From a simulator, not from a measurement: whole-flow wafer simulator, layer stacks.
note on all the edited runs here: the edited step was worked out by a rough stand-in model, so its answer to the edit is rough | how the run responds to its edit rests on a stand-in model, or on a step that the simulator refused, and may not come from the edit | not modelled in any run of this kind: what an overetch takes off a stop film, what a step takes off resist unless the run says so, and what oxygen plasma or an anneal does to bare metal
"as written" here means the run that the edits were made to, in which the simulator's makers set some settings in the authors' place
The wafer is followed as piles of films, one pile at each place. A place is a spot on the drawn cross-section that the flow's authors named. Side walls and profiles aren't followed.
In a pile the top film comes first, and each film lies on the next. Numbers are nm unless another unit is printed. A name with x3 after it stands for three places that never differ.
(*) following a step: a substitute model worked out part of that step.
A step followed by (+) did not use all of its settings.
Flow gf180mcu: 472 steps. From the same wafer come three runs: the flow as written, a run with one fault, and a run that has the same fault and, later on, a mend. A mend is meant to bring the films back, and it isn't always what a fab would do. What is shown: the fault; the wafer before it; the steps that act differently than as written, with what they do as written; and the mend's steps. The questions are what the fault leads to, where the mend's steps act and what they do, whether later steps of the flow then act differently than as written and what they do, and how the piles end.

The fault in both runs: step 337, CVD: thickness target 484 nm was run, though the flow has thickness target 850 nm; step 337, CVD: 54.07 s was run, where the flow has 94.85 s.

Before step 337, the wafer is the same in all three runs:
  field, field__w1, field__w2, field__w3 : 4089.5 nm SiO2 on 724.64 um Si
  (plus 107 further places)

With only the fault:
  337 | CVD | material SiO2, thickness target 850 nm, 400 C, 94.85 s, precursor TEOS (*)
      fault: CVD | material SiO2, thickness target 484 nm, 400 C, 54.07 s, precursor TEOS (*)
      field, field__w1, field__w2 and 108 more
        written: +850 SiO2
        fault: +492.4 SiO2
  Steps later in the flow that act otherwise than as written (not shown: 5 more steps that differ only slightly, by at most 2% or 0.5 nm, whichever is larger):
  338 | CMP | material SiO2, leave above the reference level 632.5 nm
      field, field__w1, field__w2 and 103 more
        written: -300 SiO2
        fault: nothing
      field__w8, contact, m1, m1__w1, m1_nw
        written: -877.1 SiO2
        fault: -519.4 SiO2
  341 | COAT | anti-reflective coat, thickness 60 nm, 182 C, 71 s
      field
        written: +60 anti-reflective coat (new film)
        fault: +82.9 anti-reflective coat (new film)
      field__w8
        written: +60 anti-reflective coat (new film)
        fault: +28.9 anti-reflective coat (new film)
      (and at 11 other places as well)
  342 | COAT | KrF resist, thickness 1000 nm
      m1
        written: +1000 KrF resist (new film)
        fault: +978.4 KrF resist (new film)
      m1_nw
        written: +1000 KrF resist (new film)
        fault: +976.2 KrF resist (new film)
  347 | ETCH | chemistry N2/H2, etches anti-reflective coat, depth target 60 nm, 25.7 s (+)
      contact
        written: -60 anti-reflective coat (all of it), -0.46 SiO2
        fault: -31 anti-reflective coat (all of it), -1.21 SiO2
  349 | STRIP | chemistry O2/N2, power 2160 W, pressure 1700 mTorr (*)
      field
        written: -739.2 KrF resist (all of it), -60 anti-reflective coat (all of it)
        fault: -728.2 KrF resist (all of it), -82.9 anti-reflective coat (all of it)
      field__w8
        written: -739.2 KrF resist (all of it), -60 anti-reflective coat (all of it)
        fault: -733.1 KrF resist (all of it), -28.9 anti-reflective coat (all of it)
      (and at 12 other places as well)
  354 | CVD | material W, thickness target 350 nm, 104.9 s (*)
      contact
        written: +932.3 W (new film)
        fault: +874.1 W (new film)
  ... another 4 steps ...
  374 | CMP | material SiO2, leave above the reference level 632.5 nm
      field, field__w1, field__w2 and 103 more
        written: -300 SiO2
        fault: -287.7 SiO2
  The piles end different from the flow's at field, field__w1, field__w2 and 109 more by more than 2% or 0.5 nm, whichever is larger.
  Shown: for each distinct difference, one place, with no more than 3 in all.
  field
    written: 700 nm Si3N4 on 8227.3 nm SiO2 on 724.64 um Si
    fault: 700 nm Si3N4 on 3603.9 nm SiO2 on 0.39 nm W on 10 nm TiN on 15 nm Ti on 4581.8 nm SiO2 on 724.64 um Si
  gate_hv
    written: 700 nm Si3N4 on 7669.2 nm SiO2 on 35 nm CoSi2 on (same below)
    fault: 700 nm Si3N4 on 3603.9 nm SiO2 on 0.39 nm W on 10 nm TiN on 15 nm Ti on 4023.7 nm SiO2 on 35 nm CoSi2 on (same below)
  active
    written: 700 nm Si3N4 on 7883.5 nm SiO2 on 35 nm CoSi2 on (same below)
    fault: 700 nm Si3N4 on 3603.9 nm SiO2 on 0.39 nm W on 10 nm TiN on 15 nm Ti on 4238.1 nm SiO2 on 35 nm CoSi2 on (same below)

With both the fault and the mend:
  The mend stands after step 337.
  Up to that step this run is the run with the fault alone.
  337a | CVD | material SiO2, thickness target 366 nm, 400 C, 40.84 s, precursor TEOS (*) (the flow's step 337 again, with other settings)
      field, field__w1, field__w2 and 108 more
        +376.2 SiO2
  Steps later in the flow that act otherwise than as written:
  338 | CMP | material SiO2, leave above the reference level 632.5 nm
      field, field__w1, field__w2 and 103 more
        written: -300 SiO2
        mend: -318.5 SiO2
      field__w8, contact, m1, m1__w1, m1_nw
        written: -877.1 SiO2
        mend: -895.6 SiO2
  The piles end the same as the flow's at every place that both follow.
